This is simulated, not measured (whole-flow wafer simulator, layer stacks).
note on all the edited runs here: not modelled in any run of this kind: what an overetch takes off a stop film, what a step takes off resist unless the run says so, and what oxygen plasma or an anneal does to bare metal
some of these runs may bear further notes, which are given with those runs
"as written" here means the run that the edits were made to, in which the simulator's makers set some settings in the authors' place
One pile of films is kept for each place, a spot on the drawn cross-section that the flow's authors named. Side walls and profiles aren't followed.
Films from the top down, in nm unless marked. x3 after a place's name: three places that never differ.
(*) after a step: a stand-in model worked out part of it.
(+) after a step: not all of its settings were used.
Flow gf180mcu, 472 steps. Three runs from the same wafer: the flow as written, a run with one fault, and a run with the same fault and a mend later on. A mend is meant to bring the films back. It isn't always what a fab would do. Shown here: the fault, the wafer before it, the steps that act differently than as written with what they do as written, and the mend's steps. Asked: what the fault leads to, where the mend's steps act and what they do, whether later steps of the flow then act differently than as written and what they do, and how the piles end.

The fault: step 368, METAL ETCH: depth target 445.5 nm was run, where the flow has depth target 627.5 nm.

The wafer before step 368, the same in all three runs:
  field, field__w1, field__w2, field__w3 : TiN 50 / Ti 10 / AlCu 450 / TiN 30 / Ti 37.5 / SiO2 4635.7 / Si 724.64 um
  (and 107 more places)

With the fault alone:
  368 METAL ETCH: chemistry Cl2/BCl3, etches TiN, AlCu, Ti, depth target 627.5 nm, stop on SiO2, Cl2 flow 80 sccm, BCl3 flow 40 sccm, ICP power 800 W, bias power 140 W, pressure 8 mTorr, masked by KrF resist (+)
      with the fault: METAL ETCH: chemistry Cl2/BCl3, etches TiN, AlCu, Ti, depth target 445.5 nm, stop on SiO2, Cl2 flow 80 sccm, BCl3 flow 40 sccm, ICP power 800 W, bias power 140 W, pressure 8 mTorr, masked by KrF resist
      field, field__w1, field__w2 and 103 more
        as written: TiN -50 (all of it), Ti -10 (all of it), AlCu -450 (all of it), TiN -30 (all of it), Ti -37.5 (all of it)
        with the fault: TiN -50 (all of it), Ti -10 (all of it), AlCu -385.5
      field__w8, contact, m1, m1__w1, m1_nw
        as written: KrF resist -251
        with the fault: KrF resist -178.2
  Later steps of the flow that act differently than as written:
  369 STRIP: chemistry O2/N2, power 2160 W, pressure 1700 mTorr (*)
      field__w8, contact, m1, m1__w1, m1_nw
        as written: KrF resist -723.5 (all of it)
        with the fault: KrF resist -796.3 (all of it)
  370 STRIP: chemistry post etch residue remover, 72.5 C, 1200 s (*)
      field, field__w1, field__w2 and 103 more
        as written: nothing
        with the fault: AlCu -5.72
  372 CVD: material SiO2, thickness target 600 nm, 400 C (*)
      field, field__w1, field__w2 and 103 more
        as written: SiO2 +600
        with the fault: SiO2 +600 (new film)
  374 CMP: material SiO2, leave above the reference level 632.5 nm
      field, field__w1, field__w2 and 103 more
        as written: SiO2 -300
        with the fault: SiO2 -426.3
  At the end the piles differ from the flow's by more than 2% or 0.5 nm, whichever is larger, at field, field__w1, field__w2 and 104 more.
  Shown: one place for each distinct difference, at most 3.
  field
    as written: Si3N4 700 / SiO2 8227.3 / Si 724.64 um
    with the fault: Si3N4 700 / SiO2 3465.3 / AlCu 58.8 / TiN 30 / Ti 37.5 / SiO2 4635.7 / Si 724.64 um
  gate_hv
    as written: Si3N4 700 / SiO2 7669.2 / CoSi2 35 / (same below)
    with the fault: Si3N4 700 / SiO2 3465.3 / AlCu 58.8 / TiN 30 / Ti 37.5 / SiO2 4077.6 / CoSi2 35 / (same below)
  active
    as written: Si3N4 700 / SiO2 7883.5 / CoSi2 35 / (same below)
    with the fault: Si3N4 700 / SiO2 3465.3 / AlCu 58.8 / TiN 30 / Ti 37.5 / SiO2 4291.9 / CoSi2 35 / (same below)

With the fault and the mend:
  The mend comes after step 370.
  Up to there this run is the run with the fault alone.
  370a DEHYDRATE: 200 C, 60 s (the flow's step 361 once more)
      changes no film at any place that is followed
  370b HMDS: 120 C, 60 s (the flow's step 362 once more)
      changes no film at any place that is followed
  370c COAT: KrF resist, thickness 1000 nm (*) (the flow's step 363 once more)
      iso_ptap_pw, iso_ntap_nw, iso_nw_fld and 33 more
        KrF resist +1000 (new film)
      field__w6, field_sub, field_sub__w1 and 18 more
        KrF resist +1002.6 (new film)
      field__w11, field__w13, p_well and 7 more
        KrF resist +1003 (new film)
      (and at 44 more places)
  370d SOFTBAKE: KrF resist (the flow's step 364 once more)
      changes no film at any place that is followed
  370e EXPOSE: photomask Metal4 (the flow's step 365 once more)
      changes no film at any place that is followed
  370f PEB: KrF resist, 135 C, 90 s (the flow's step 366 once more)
      field__w1, field__w2, field__w3 and 56 more
        KrF resist -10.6
      iso_ptap_pw, iso_ntap_nw, iso_nw_fld and 33 more
        KrF resist -10.5
      gate_hv, sd_p, nw_sep_fld, polyc_n, polyc_n_rim
        KrF resist -10.7
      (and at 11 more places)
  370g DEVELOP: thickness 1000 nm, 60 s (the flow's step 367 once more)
      iso_ptap_pw, iso_ntap_nw, iso_nw_fld and 33 more
        KrF resist -989.5 (all of it)
      field_sub, field_sub__w1, field_sub__w2 and 14 more
        KrF resist -992.1 (all of it)
      field__w6, active_nat, gate_nat and 6 more
        KrF resist -992 (all of it)
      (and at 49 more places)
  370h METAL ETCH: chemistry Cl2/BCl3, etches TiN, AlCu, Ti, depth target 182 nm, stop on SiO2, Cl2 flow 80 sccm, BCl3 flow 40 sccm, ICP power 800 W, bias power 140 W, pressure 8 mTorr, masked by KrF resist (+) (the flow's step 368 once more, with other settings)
      field, field__w1, field__w2 and 103 more
        AlCu -58.8 (all of it), TiN -30 (all of it), Ti -37.5 (all of it)
      field__w8, contact, m1, m1__w1, m1_nw
        KrF resist -72.8
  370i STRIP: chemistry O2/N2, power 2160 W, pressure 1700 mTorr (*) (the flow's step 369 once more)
      field__w8
        KrF resist -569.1 (all of it)
      contact
        KrF resist -567.2 (all of it)
      m1
        KrF resist -569.9 (all of it)
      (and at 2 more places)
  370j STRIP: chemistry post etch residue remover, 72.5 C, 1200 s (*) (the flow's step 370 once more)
      field__w8, contact, m1, m1__w1, m1_nw
        TiN -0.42
  No later step of the flow acts differently than as written, at any place that is followed, by more than 2% or 0.5 nm, whichever is larger.
  At the end the piles differ from the flow's only slightly at the places that both follow, by at most 2% or 0.5 nm, whichever is larger.
